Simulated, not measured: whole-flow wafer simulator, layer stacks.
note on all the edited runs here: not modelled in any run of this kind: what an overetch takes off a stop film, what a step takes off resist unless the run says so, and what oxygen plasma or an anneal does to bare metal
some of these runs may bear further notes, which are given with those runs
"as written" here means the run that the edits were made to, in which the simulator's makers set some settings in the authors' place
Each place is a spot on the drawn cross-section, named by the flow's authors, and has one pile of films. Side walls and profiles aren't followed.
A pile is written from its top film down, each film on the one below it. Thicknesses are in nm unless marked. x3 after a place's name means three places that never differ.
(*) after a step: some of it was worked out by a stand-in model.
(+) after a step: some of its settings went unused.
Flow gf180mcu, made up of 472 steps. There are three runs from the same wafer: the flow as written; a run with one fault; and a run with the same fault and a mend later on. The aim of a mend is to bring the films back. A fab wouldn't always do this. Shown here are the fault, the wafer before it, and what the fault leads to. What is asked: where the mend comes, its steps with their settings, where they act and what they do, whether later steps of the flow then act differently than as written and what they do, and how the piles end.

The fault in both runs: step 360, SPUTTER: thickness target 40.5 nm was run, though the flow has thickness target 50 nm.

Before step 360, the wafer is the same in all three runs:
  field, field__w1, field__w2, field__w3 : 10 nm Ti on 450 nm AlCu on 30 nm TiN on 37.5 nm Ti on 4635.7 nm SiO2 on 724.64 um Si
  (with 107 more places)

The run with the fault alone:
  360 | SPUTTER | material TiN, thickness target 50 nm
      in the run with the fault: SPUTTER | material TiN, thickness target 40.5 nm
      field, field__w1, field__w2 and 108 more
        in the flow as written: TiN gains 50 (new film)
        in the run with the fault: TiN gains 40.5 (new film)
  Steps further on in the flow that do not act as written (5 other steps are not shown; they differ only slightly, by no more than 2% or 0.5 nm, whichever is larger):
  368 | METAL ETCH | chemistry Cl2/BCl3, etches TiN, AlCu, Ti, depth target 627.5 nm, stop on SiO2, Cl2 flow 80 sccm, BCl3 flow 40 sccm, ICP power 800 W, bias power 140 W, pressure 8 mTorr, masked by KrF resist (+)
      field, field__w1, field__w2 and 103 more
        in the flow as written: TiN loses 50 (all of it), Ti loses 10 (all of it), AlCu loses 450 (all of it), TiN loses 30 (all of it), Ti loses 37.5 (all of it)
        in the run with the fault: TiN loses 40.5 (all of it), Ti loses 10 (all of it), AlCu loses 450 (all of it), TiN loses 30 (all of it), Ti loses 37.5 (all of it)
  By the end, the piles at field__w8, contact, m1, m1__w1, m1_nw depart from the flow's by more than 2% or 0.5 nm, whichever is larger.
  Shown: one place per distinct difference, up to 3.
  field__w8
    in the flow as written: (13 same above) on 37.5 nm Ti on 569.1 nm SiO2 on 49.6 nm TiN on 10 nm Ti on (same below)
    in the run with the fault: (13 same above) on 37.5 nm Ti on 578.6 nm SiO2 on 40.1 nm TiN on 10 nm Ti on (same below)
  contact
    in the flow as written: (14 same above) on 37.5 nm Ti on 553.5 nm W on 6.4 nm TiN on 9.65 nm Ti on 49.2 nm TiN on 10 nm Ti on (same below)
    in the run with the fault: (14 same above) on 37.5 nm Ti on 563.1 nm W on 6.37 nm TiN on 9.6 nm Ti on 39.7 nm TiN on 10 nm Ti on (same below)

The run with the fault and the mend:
  The mend follows step 367.
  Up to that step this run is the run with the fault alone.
  367a | STRIP | chemistry O2/N2, power 2160 W, pressure 1700 mTorr (*)
      field__w8, contact, m1, m1__w1, m1_nw
        KrF resist loses 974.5 (all of it)
  367b | SPUTTER | material TiN, thickness target 9.5 nm (the flow's step 360 again, with other settings)
      field, field__w1, field__w2 and 108 more
        TiN gains 9.5
  367c | HMDS | 120 C, 60 s (the flow's step 362 again)
      does not change any film at any place that is followed
  367d | COAT | KrF resist, thickness 1000 nm (the flow's step 363 again)
      field, field__w1, field__w2 and 108 more
        KrF resist gains 1000 (new film)
  367e | SOFTBAKE | KrF resist (the flow's step 364 again)
      does not change any film at any place that is followed
  367f | EXPOSE | photomask Metal4 (the flow's step 365 again)
      does not change any film at any place that is followed
  367g | PEB | KrF resist, 135 C, 90 s (the flow's step 366 again)
      field, field__w1, field__w2 and 108 more
        KrF resist loses 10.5
  367h | DEVELOP | thickness 1000 nm, 60 s (the flow's step 367 again)
      field, field__w1, field__w2 and 103 more
        KrF resist loses 989.5 (all of it)
      field__w8, contact, m1, m1__w1, m1_nw
        KrF resist loses 14.9
  None of the later steps of the flow acts differently than as written at any place that is followed.
  By the end, the piles equal the flow's at every place that both follow.
